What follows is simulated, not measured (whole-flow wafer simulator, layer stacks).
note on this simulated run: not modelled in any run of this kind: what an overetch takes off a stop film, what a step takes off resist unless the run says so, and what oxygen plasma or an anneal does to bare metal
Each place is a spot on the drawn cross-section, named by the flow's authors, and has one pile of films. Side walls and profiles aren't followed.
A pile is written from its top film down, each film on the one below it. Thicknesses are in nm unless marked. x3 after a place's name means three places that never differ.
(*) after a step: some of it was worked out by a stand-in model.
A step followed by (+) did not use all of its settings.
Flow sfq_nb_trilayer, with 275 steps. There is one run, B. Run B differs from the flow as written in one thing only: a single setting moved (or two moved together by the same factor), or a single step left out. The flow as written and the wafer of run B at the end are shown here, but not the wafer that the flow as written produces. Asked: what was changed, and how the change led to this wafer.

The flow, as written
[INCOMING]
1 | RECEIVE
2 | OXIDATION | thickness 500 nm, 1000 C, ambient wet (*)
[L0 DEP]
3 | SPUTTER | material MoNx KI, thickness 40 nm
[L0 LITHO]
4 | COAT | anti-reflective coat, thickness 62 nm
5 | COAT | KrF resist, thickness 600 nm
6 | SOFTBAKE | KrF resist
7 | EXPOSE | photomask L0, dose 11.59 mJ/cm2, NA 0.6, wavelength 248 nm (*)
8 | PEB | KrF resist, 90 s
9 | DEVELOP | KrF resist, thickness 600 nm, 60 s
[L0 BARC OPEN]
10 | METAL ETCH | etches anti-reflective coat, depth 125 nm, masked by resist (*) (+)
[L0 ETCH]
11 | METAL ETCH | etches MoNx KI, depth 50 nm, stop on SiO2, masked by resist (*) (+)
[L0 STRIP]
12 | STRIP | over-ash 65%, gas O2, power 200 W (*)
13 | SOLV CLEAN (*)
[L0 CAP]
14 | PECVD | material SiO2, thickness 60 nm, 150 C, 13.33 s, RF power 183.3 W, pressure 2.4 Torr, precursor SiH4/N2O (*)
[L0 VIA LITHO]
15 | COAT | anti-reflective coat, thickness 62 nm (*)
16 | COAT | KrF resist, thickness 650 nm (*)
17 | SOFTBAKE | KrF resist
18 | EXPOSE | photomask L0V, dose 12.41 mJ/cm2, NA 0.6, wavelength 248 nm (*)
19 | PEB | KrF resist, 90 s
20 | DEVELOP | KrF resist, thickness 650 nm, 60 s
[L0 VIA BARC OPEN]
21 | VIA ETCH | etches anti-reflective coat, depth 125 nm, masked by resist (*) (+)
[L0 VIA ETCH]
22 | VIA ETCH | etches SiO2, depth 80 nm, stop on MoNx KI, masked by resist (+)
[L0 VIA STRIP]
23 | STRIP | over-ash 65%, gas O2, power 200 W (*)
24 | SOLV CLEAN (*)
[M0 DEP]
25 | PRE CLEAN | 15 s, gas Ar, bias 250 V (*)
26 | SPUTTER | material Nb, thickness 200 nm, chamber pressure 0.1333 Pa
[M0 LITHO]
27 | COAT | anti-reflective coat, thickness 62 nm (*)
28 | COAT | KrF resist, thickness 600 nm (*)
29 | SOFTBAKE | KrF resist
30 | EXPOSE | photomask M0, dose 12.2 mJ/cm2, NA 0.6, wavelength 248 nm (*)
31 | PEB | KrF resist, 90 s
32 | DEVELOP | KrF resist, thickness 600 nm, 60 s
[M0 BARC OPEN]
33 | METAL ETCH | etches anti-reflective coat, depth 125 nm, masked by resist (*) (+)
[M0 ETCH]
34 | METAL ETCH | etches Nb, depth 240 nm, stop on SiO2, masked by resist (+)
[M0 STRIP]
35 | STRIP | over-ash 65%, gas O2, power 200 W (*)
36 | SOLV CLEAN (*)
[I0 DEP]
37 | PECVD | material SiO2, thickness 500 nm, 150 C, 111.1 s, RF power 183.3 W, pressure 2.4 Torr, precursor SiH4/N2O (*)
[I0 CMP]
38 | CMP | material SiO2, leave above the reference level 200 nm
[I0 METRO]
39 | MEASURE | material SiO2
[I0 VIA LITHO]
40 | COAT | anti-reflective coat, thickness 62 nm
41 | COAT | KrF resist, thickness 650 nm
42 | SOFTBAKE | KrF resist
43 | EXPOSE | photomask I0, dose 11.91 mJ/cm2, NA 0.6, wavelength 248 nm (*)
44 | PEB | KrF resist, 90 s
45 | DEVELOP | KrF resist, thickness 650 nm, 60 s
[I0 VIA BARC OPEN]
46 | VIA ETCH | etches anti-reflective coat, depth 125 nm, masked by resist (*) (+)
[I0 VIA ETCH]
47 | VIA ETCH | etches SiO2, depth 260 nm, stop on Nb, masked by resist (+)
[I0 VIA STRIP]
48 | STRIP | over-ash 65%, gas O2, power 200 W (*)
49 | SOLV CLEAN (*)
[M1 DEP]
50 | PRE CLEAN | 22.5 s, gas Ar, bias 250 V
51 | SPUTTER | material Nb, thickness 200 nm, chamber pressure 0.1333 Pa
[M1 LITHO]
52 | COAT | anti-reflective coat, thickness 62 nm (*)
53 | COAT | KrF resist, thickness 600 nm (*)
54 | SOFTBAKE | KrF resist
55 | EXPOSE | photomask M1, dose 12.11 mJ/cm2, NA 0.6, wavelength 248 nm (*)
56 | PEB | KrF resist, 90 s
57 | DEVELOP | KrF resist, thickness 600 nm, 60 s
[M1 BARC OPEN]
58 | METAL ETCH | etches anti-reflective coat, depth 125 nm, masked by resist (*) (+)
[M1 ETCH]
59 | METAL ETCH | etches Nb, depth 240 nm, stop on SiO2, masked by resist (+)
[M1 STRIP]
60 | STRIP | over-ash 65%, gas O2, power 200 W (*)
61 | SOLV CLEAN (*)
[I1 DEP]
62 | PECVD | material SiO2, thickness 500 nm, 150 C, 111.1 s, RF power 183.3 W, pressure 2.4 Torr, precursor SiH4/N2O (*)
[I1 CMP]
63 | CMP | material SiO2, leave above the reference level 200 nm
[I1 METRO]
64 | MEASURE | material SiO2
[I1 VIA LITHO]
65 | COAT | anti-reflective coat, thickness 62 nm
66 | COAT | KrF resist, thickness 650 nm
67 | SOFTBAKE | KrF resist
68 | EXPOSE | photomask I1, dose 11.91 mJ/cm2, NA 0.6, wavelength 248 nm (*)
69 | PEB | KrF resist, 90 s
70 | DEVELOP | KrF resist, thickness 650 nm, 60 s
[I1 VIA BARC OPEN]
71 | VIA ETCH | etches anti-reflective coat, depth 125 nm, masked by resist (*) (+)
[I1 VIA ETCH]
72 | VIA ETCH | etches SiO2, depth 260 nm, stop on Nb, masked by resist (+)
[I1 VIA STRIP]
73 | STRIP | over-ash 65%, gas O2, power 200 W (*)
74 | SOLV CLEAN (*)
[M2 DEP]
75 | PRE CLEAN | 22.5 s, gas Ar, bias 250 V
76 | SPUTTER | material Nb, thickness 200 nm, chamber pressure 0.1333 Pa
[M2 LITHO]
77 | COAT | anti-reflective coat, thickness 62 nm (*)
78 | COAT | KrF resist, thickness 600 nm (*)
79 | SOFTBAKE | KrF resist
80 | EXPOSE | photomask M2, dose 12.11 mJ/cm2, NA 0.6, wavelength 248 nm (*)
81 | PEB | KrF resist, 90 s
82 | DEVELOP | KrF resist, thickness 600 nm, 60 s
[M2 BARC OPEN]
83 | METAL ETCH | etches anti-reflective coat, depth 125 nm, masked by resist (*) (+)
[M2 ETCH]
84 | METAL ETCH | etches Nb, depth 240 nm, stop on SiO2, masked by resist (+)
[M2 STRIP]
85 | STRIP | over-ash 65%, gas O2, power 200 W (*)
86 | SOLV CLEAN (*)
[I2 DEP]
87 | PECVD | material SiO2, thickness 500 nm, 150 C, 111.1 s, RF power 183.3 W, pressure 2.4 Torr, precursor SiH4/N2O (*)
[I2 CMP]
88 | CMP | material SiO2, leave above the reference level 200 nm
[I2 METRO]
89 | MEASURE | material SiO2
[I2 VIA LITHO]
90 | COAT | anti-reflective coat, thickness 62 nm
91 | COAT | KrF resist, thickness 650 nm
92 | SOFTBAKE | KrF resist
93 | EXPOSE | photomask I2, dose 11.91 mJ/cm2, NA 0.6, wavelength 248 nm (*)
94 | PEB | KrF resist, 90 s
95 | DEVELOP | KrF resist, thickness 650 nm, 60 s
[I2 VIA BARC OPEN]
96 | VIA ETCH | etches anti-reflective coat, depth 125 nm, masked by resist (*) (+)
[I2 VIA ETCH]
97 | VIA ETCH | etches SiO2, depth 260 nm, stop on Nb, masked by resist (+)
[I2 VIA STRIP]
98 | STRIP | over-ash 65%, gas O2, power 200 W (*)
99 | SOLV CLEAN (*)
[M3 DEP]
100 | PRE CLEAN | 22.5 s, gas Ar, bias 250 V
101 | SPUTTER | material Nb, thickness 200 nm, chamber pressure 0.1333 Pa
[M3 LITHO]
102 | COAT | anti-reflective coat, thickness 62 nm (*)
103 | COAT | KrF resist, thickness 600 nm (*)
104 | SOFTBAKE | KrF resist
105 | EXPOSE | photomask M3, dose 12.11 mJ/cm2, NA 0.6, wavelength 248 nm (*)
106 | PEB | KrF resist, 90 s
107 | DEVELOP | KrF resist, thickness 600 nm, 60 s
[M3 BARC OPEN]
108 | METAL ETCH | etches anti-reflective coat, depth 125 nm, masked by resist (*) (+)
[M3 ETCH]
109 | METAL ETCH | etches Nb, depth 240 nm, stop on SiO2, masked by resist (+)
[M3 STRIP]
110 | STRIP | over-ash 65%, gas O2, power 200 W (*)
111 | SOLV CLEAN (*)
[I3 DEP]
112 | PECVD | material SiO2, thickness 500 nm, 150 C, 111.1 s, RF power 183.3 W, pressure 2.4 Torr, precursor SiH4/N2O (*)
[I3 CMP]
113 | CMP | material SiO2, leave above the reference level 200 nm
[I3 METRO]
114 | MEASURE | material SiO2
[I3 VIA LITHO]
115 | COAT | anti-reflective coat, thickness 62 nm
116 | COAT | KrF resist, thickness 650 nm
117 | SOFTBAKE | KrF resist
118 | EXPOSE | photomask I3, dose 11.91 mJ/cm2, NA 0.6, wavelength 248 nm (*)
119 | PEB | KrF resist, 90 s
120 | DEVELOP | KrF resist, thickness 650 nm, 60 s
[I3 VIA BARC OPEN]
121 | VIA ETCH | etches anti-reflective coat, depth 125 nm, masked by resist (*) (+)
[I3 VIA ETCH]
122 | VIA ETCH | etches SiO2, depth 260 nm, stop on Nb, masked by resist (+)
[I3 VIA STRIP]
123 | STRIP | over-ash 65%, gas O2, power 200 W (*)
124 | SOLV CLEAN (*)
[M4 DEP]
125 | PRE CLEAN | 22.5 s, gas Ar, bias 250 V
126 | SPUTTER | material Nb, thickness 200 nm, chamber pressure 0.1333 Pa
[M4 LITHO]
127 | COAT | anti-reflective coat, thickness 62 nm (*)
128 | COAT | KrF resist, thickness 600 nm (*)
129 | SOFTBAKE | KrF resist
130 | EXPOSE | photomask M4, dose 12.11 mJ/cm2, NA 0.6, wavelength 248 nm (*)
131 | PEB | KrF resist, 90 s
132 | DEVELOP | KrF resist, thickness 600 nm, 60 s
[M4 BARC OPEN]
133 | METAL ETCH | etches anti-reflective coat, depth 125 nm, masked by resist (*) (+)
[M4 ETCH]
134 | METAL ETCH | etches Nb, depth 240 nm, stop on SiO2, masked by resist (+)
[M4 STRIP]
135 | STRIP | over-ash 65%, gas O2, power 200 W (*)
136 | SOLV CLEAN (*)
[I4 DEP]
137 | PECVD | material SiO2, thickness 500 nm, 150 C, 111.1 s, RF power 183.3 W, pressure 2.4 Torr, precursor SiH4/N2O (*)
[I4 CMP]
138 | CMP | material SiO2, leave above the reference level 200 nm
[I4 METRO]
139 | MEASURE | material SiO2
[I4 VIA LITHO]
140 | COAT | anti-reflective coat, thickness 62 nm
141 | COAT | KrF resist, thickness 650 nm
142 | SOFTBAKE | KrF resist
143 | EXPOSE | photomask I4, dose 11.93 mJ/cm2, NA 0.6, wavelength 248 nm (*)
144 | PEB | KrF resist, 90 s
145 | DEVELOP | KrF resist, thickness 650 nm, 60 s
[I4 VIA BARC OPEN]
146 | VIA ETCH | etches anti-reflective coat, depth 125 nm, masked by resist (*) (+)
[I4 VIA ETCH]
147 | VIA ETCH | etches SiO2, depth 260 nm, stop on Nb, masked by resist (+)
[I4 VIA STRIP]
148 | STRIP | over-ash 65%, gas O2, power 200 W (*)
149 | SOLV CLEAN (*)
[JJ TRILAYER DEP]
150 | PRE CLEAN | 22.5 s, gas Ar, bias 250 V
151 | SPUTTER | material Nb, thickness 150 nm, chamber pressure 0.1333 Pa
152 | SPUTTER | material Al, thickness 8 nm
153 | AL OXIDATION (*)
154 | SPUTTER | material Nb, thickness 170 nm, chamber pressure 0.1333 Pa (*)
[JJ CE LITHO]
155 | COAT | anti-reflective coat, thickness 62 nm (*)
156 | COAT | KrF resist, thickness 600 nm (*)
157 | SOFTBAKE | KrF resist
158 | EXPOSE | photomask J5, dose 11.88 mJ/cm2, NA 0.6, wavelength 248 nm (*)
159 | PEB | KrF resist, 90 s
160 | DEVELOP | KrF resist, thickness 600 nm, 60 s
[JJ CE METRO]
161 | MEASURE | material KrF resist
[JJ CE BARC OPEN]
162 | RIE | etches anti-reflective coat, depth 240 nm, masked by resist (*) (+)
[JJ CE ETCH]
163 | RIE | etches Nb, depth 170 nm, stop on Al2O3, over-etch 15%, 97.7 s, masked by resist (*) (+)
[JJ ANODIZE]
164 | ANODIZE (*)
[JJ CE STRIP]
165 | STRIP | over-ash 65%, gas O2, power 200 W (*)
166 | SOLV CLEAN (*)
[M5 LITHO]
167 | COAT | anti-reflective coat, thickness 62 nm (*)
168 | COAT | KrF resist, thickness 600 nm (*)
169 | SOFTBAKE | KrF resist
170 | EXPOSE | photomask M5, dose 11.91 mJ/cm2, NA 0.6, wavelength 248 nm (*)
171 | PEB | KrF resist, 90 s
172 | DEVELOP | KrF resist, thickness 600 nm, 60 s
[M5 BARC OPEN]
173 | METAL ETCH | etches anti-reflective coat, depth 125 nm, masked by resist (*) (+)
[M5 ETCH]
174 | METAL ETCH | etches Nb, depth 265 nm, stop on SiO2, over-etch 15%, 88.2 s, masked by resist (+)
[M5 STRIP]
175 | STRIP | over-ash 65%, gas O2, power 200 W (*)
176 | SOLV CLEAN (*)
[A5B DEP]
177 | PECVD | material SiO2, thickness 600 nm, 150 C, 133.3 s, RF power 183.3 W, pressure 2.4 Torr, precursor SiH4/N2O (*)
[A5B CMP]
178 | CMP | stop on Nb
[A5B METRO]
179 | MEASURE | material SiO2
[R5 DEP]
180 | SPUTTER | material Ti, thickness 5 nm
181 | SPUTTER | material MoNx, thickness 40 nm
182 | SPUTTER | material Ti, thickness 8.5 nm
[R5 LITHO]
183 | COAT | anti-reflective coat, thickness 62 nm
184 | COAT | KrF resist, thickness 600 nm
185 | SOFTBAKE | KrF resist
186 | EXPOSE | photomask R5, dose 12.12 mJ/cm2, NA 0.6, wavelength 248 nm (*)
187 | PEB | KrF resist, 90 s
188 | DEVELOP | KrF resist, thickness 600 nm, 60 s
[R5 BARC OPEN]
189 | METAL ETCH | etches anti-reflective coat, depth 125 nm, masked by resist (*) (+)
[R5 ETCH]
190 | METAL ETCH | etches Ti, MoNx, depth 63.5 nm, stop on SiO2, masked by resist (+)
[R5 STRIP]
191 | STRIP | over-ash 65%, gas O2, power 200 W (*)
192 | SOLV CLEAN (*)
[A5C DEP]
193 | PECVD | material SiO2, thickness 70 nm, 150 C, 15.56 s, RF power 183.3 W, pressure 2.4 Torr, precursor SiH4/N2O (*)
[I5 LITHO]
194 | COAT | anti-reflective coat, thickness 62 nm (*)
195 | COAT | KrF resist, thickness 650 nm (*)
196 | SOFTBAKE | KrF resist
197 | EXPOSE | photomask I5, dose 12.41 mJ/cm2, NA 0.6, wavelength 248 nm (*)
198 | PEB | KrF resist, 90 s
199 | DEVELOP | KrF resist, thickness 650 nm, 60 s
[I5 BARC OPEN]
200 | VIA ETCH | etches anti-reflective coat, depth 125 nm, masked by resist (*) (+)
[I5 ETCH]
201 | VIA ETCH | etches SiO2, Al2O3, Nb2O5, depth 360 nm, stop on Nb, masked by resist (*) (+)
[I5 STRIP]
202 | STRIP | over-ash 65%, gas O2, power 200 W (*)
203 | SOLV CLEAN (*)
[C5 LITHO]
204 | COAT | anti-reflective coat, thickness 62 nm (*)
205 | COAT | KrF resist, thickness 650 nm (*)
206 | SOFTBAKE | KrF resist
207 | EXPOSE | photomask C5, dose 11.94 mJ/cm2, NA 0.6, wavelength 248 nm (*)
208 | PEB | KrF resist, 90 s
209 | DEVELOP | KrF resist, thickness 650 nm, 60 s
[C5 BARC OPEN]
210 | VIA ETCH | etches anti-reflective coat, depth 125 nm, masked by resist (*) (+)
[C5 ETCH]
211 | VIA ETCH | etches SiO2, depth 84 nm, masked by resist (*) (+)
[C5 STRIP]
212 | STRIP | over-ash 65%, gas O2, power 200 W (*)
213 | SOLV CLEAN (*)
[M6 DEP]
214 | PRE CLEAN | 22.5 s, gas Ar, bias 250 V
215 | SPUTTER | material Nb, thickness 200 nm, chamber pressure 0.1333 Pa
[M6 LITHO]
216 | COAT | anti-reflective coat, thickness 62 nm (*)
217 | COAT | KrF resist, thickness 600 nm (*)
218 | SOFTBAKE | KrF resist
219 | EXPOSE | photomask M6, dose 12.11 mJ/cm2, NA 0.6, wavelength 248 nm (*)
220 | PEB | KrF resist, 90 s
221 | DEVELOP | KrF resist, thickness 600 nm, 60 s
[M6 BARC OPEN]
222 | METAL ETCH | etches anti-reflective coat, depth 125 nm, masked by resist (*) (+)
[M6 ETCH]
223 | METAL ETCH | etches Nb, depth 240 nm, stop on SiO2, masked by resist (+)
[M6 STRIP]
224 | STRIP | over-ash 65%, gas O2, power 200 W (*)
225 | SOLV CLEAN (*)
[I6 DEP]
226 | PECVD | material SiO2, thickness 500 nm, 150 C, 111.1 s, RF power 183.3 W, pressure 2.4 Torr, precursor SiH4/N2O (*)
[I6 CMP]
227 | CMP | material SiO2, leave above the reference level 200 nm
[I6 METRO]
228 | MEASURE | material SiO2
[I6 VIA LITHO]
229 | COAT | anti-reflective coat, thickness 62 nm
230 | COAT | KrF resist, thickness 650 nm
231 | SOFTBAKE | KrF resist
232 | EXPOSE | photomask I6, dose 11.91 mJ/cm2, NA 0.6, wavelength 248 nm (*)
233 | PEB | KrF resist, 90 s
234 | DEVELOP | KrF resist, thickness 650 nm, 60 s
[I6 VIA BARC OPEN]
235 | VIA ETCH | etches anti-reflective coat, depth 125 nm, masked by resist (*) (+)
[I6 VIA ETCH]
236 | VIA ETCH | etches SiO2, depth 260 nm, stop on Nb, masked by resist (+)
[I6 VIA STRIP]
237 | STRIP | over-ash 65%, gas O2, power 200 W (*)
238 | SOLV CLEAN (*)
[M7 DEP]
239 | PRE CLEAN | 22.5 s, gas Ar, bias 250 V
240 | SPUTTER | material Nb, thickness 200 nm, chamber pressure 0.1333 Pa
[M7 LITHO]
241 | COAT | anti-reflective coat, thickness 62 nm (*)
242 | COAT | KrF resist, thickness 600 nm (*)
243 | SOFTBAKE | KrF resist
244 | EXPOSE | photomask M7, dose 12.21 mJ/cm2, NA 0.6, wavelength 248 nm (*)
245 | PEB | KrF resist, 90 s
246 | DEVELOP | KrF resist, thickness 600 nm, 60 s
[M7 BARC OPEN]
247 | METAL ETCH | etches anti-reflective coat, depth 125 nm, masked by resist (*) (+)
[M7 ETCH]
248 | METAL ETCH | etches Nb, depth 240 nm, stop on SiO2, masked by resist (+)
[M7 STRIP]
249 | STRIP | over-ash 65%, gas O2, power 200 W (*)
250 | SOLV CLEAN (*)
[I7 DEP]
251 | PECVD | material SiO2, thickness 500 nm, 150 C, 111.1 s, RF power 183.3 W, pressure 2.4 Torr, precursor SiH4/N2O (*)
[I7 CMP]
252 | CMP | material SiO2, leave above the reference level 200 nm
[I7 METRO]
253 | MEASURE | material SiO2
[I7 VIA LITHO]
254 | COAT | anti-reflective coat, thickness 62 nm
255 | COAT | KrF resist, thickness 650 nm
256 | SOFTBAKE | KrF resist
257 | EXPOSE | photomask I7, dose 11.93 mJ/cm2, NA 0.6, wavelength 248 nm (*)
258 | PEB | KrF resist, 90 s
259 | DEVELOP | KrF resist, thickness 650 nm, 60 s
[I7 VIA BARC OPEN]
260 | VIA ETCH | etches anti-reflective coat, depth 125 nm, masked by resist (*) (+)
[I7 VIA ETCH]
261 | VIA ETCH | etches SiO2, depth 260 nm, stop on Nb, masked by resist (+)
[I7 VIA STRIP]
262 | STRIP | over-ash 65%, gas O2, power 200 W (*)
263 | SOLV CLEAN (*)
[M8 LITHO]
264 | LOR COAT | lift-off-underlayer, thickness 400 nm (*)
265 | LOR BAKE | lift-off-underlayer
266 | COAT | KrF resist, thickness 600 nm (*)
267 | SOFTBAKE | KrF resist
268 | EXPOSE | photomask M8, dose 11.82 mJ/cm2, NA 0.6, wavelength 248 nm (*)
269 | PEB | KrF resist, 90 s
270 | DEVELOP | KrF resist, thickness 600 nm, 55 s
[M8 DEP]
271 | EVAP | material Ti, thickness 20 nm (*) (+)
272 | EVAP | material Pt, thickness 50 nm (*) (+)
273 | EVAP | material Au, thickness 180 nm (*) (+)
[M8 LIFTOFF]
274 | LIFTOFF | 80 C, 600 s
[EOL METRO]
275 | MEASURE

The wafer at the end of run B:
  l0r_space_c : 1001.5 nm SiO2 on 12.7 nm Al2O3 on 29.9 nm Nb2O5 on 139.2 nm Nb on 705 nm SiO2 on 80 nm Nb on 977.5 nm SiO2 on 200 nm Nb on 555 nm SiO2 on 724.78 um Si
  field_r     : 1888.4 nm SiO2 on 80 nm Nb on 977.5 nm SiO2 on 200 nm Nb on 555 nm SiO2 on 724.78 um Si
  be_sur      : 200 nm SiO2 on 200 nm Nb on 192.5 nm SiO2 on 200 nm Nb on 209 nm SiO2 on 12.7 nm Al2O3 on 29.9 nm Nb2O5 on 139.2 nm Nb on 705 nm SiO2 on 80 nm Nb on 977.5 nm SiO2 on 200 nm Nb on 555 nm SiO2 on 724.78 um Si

The reason: step 109, METAL ETCH: depth 120 nm was run, while the flow as written has depth 240 nm.

How this came from the change, step by step:
  109 | METAL ETCH | etches Nb, depth 240 nm, stop on SiO2, masked by resist (+)
      field_l, be, be_sur and 72 more: Nb loses 120 (it would be, as written: Nb loses 200 (all of it))
      v_sur, via_wl, via_w and 28 more: KrF resist loses 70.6 (it would be, as written: KrF resist loses 141.2)
  110 | STRIP | over-ash 65%, gas O2, power 200 W (*)
      p4_w1 x9, wl_j_sl, wl_jj and 13 more: KrF resist loses 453 (all of it), anti-reflective coat loses 62 (all of it) (it would be, as written: KrF resist loses 382.4 (all of it), anti-reflective coat loses 62 (all of it))
      via_wl, via_wr: KrF resist loses 454.8 (all of it), anti-reflective coat loses 34.2 (all of it) (it would be, as written: KrF resist loses 384.2 (all of it), anti-reflective coat loses 34.2 (all of it))
      (as well as at 5 more places)
  112 | PECVD | material SiO2, thickness 500 nm, 150 C, 111.1 s, RF power 183.3 W, pressure 2.4 Torr, precursor SiH4/N2O (*)
      field_l, be, be_sur and 64 more: SiO2 gains 500 (new film) (it would be, as written: SiO2 gains 500)
      p4_g1 x2, p3_s0 x6: SiO2 gains 500 (new film) (it would be, as written: SiO2 gains 557.1)
  113 | CMP | material SiO2, leave above the reference level 200 nm
      field_l, be, be_sur and 64 more: SiO2 loses 180 (it would be, as written: SiO2 loses 100)
      p4_g1 x2, p3_s0 x6: SiO2 loses 180 (it would be, as written: SiO2 loses 157.1)
If metal films that touch count as one body, l0r_space_c has 3 bodies (between them, from the top down: SiO2 705; SiO2 977.5); the flow as written gives 2 bodies (between them, from the top down: SiO2 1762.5).
If metal films that touch count as one body, field_r has 2 bodies (between them, from the top down: SiO2 977.5); the flow as written gives 1 body.
If metal films that touch count as one body, be_sur has 5 bodies (between them, from the top down: SiO2 192.5; SiO2 209 / Al2O3 12.7 / Nb2O5 29.9; SiO2 705; SiO2 977.5); the flow as written gives 4 bodies (between them, from the top down: SiO2 192.5; SiO2 209 / Al2O3 12.7 / Nb2O5 29.9; SiO2 1762.5).
